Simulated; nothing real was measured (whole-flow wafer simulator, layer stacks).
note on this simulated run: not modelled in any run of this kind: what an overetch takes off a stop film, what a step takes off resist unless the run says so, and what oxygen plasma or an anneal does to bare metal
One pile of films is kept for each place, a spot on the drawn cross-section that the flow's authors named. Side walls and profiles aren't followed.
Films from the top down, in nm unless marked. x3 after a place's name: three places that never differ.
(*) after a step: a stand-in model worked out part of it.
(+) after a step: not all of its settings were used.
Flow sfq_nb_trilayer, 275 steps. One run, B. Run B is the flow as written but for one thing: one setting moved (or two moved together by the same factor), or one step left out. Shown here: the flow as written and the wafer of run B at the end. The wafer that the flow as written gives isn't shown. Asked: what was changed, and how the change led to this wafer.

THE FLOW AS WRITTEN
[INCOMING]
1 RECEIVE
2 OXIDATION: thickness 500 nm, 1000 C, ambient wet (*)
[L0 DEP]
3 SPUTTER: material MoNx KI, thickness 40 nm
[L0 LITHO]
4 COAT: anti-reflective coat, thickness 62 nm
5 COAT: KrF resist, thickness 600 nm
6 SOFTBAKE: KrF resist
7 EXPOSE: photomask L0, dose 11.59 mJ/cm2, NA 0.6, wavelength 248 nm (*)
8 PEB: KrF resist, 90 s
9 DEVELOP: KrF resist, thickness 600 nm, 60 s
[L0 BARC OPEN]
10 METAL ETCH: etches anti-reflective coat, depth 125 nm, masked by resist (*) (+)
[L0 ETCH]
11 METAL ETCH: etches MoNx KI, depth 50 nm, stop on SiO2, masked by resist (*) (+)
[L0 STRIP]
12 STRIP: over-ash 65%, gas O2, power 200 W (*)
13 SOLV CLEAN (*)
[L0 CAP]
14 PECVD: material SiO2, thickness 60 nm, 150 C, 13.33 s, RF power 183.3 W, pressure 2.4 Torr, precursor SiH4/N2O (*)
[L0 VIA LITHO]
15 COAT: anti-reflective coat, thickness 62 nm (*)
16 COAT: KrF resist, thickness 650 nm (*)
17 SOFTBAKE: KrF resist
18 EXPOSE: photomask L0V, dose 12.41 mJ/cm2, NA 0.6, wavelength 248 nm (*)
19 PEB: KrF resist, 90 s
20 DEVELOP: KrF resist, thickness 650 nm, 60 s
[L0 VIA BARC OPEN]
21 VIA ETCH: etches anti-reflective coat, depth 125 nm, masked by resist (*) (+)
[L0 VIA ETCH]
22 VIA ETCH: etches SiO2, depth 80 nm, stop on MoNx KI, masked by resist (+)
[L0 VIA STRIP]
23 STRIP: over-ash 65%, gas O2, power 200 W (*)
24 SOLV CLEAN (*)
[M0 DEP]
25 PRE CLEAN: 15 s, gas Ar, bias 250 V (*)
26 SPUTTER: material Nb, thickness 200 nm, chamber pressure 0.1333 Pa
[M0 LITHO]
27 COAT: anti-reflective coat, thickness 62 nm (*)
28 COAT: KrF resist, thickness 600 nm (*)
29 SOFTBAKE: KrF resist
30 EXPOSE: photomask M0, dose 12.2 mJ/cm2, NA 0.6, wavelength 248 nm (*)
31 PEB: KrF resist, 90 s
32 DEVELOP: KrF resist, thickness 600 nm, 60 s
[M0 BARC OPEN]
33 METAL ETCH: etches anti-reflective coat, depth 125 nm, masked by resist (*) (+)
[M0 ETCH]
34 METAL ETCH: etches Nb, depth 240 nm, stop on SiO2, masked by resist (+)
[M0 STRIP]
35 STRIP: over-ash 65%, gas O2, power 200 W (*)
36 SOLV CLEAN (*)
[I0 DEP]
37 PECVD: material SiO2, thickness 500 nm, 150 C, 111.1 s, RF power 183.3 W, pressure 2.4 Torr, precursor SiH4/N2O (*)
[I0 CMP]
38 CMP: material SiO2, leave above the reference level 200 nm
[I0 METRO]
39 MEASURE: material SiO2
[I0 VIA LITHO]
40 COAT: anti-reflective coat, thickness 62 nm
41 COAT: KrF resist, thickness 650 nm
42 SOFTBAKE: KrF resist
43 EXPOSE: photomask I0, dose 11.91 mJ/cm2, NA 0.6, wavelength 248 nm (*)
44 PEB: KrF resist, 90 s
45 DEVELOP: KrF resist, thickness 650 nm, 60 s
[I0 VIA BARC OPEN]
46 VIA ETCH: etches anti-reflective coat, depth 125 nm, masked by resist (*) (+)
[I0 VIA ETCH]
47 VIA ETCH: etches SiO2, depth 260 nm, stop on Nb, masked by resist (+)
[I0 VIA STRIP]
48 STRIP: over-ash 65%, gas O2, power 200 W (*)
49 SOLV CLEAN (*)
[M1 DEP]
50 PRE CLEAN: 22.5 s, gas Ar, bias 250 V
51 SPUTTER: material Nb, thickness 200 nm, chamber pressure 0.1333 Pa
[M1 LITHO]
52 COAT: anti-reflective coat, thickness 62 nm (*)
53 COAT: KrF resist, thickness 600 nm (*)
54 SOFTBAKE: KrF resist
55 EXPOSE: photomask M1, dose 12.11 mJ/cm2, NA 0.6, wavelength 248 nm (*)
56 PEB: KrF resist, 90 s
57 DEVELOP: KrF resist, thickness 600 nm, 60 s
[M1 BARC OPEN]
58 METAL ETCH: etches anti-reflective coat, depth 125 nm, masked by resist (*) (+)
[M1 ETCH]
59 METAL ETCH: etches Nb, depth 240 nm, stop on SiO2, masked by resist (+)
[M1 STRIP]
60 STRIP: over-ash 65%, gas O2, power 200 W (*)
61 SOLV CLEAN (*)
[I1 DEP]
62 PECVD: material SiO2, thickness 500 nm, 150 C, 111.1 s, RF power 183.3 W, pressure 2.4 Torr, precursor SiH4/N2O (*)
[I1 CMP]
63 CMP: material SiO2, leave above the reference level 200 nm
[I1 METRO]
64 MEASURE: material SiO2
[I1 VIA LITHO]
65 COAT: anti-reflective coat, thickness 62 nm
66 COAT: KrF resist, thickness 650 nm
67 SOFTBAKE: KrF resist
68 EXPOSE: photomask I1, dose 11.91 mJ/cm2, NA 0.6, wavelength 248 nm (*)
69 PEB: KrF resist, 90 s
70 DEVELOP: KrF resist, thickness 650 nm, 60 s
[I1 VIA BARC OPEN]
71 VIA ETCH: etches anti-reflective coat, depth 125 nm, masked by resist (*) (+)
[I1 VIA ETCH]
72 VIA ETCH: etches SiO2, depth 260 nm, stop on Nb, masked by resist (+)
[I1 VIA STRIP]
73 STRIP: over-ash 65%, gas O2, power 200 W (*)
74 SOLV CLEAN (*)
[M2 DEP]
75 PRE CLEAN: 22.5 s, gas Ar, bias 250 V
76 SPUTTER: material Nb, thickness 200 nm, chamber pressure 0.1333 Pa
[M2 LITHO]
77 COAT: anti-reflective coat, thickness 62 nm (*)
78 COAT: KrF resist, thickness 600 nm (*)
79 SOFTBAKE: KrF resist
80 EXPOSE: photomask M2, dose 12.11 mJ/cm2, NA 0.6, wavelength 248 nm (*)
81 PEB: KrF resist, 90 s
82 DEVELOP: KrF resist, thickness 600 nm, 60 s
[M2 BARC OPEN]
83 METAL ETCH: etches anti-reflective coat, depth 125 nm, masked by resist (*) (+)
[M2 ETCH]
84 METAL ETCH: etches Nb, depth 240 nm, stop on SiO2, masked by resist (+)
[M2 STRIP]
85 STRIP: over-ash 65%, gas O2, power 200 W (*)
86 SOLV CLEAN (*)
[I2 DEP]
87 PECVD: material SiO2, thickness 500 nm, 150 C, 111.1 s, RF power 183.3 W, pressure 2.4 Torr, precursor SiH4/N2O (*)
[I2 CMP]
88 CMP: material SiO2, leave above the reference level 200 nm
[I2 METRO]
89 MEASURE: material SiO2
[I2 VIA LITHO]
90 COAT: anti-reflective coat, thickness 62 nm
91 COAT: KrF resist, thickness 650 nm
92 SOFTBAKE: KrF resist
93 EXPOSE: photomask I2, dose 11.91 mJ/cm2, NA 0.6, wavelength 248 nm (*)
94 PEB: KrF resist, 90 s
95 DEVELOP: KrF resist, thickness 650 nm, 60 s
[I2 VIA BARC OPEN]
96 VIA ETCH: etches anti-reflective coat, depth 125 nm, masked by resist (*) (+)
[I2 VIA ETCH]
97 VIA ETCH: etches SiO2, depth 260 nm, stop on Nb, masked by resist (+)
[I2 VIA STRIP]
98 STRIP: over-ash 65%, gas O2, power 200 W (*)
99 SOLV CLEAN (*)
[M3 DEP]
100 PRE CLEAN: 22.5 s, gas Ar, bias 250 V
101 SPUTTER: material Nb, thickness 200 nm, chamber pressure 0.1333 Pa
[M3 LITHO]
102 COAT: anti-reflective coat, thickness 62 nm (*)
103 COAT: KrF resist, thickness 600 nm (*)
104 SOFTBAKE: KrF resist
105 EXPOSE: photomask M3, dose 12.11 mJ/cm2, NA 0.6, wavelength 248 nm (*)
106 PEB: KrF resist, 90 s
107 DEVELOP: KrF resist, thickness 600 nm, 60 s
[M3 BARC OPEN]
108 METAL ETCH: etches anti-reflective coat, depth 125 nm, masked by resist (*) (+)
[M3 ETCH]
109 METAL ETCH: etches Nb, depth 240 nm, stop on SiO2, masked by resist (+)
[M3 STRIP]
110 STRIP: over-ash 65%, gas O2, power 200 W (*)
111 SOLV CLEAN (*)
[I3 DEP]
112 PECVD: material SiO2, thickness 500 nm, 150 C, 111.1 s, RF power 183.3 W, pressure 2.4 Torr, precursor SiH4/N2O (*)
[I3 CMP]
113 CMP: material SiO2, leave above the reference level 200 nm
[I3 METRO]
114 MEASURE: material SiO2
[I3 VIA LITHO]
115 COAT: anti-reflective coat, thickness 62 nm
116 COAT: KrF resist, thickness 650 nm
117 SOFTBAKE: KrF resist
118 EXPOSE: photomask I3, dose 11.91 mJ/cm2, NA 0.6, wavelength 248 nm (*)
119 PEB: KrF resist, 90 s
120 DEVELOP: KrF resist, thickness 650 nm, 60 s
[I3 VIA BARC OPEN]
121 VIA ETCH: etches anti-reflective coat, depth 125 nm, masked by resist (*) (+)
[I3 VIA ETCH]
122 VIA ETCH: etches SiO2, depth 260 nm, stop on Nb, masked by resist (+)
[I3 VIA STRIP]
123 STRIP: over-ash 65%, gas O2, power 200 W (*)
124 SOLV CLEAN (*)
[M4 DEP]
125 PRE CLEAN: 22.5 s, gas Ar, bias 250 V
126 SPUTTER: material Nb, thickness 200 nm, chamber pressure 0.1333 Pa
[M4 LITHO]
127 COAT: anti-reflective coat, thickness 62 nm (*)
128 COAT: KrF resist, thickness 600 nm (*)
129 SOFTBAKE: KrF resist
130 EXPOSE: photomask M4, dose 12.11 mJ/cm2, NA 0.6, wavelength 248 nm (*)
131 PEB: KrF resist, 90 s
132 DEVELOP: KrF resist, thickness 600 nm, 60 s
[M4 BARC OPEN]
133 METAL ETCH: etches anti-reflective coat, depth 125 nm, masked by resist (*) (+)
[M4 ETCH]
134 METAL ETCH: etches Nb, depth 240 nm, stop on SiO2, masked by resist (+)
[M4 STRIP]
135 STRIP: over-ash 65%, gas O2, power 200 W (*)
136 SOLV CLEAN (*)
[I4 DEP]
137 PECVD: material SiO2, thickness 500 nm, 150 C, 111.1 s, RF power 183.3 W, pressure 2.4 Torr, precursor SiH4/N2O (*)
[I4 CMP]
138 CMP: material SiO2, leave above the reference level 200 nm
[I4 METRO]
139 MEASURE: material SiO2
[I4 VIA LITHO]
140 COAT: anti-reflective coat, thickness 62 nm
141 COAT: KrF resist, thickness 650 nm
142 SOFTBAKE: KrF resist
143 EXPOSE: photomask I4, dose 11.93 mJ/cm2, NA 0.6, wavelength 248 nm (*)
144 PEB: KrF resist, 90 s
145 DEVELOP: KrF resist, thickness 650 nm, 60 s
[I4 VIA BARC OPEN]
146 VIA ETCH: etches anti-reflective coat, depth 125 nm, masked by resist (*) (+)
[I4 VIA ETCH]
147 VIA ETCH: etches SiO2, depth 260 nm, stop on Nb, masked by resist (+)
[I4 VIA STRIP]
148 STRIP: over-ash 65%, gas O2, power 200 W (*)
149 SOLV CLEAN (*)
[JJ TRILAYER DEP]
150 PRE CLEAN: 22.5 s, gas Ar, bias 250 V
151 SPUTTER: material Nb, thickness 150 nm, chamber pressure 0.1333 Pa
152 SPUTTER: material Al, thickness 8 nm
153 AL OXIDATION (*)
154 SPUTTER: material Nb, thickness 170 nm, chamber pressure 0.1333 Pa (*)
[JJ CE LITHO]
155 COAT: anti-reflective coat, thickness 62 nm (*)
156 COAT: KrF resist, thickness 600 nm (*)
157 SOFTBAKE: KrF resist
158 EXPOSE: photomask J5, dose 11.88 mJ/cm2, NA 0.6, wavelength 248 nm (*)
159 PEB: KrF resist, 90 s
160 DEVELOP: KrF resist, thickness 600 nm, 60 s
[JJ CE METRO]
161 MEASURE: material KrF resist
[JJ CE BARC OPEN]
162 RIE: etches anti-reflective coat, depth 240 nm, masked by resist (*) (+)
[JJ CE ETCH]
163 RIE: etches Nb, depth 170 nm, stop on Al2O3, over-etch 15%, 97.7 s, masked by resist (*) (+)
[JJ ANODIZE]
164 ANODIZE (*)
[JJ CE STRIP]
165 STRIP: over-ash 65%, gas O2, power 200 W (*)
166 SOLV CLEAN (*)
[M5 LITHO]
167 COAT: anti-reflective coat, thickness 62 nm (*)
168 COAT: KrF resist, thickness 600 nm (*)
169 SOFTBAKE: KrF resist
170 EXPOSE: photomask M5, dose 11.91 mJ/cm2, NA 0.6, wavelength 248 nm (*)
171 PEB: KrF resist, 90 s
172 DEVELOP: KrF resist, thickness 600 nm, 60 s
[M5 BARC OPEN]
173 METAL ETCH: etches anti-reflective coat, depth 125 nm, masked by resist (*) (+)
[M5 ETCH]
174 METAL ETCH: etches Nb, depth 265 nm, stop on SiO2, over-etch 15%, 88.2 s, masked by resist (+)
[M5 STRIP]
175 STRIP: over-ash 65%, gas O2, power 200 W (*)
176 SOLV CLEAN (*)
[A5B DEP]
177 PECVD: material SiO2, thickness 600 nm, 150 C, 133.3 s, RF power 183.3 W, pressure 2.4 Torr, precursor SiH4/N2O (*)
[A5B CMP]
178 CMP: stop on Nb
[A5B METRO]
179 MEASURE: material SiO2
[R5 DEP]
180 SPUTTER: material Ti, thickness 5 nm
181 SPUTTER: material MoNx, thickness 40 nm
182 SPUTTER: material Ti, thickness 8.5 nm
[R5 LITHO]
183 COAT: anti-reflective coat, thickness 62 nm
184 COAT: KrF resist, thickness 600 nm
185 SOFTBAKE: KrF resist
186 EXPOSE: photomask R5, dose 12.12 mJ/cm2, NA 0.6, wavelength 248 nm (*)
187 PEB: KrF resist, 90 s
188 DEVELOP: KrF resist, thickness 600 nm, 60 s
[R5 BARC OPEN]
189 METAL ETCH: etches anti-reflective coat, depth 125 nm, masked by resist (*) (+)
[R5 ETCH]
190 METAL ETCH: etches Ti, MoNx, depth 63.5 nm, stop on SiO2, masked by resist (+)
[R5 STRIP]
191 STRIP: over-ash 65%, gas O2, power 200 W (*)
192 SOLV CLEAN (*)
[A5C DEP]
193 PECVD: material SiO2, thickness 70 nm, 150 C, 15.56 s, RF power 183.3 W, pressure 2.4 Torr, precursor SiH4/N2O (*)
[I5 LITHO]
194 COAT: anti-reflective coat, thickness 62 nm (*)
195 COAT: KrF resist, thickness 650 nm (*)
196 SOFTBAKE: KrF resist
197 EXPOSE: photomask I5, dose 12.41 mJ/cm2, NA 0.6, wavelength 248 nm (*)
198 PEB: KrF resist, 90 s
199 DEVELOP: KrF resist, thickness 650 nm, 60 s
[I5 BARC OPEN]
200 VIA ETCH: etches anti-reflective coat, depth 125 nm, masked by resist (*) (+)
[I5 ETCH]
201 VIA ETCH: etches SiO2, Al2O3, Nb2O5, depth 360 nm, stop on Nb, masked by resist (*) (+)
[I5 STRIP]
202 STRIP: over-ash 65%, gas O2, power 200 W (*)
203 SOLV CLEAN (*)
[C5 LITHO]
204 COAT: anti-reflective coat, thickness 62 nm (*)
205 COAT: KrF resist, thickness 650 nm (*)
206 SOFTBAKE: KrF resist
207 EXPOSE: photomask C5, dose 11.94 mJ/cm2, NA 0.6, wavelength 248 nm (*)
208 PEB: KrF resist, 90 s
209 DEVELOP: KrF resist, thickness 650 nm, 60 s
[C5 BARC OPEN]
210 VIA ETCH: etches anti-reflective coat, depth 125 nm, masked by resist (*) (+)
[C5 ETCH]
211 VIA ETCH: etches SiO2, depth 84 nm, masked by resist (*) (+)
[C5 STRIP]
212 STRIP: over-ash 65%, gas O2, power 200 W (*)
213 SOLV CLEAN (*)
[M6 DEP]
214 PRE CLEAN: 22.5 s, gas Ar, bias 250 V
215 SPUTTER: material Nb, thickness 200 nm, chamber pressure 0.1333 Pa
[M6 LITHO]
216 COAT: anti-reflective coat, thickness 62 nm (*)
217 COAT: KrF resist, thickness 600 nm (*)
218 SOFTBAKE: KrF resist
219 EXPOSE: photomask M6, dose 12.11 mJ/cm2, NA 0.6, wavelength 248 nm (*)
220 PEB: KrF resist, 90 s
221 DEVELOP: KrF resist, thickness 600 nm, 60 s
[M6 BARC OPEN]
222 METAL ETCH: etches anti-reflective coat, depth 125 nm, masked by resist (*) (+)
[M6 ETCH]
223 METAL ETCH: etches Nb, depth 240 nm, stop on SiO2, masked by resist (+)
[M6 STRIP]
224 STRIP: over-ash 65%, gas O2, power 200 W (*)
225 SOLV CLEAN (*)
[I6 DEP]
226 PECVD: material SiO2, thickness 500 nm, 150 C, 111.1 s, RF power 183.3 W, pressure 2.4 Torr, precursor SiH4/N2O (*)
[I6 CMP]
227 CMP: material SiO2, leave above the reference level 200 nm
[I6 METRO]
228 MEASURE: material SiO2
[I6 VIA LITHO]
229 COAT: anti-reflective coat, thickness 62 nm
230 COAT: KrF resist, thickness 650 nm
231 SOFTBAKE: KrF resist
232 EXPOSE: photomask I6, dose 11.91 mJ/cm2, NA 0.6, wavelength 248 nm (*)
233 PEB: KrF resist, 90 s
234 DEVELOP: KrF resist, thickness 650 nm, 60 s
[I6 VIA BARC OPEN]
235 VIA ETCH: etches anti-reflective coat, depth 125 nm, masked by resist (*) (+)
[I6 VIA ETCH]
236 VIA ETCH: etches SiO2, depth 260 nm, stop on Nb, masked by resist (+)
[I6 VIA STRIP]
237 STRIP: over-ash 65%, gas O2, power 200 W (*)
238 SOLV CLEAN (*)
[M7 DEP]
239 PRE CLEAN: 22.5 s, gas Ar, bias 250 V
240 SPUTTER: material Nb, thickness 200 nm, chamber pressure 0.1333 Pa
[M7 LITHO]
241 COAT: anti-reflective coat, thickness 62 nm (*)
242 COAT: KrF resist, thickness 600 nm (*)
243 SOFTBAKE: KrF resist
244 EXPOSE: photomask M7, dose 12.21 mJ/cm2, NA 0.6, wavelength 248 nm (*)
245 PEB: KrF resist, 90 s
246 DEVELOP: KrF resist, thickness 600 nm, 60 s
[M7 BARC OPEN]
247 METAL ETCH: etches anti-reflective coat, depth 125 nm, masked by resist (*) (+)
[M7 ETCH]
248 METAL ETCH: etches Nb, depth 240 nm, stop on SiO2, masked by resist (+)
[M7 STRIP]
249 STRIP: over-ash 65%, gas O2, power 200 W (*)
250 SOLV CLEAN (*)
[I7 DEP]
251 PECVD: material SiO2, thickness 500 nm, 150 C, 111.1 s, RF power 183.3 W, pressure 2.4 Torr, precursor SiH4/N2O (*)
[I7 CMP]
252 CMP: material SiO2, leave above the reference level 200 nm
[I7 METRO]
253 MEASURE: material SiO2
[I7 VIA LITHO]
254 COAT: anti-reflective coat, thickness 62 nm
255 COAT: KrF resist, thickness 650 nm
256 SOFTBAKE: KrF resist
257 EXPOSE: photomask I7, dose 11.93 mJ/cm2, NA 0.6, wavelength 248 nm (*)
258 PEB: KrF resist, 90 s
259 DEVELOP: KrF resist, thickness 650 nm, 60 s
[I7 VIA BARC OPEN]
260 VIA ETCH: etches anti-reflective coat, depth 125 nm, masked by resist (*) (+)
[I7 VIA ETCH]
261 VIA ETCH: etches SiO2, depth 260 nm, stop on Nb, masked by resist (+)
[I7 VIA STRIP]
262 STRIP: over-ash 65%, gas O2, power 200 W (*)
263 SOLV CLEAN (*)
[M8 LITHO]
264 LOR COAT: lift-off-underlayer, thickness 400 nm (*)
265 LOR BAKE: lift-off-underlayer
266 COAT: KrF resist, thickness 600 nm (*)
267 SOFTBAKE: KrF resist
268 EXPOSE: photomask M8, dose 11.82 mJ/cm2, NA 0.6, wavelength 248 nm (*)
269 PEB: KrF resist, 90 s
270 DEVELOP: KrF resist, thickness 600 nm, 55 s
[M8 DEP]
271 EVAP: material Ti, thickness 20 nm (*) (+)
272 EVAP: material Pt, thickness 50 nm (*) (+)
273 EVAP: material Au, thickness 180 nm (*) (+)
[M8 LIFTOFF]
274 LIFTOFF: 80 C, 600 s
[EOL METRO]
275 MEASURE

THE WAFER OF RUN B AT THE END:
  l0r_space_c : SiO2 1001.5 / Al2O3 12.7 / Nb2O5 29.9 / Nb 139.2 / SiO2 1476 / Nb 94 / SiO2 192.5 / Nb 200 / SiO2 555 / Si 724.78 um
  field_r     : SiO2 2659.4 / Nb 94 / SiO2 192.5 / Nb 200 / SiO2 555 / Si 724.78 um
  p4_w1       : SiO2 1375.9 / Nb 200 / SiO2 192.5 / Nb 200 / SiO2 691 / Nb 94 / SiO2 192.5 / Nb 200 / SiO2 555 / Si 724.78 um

The cause: step 59, METAL ETCH: depth 106 nm was run, where the flow has depth 240 nm.

How the change led to this, step by step:
  59 METAL ETCH: etches Nb, depth 240 nm, stop on SiO2, masked by resist (+)
      field_l, be, be_sur and 79 more: Nb -106 (as written it would be: Nb -200 (all of it))
      v_sur, via_wl, via_w and 21 more: KrF resist -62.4 (as written it would be: KrF resist -141.2)
  60 STRIP: over-ash 65%, gas O2, power 200 W (*)
      wl_j_sl, wl_jj, wl_j_sr and 13 more: KrF resist -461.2 (all of it), anti-reflective coat -62 (all of it) (as written it would be: KrF resist -382.4 (all of it), anti-reflective coat -62 (all of it))
      v_sur: KrF resist -444.7 (all of it), anti-reflective coat -61.1 (all of it) (as written it would be: KrF resist -365.9 (all of it), anti-reflective coat -61.1 (all of it))
      (and at 7 more places)
  62 PECVD: material SiO2, thickness 500 nm, 150 C, 111.1 s, RF power 183.3 W, pressure 2.4 Torr, precursor SiH4/N2O (*)
      field_l, be, be_sur and 72 more: SiO2 +500 (new film) (as written it would be: SiO2 +500)
      lsp_m, ln_m6, lsp_r, l0_sur, l0v: SiO2 +500 (new film) (as written it would be: SiO2 +494.9)
      (and at 2 more places)
  63 CMP: material SiO2, leave above the reference level 200 nm
      field_l, be, be_sur and 72 more: SiO2 -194 (as written it would be: SiO2 -100)
      lsp_m, ln_m6, lsp_r, l0_sur, l0v: SiO2 -194 (as written it would be: SiO2 -94.9)
      (and at 2 more places)
Counting metal films that touch as one body, l0r_space_c has 3 bodies (between them, from the top down: SiO2 1476; SiO2 192.5); the flow as written gives 2 bodies (between them, from the top down: SiO2 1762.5).
Counting metal films that touch as one body, field_r has 2 bodies (between them, from the top down: SiO2 192.5); the flow as written gives 1 body.
Counting metal films that touch as one body, p4_w1 has 4 bodies (between them, from the top down: SiO2 192.5; SiO2 691; SiO2 192.5); the flow as written gives 3 bodies (between them, from the top down: SiO2 192.5; SiO2 977.5).
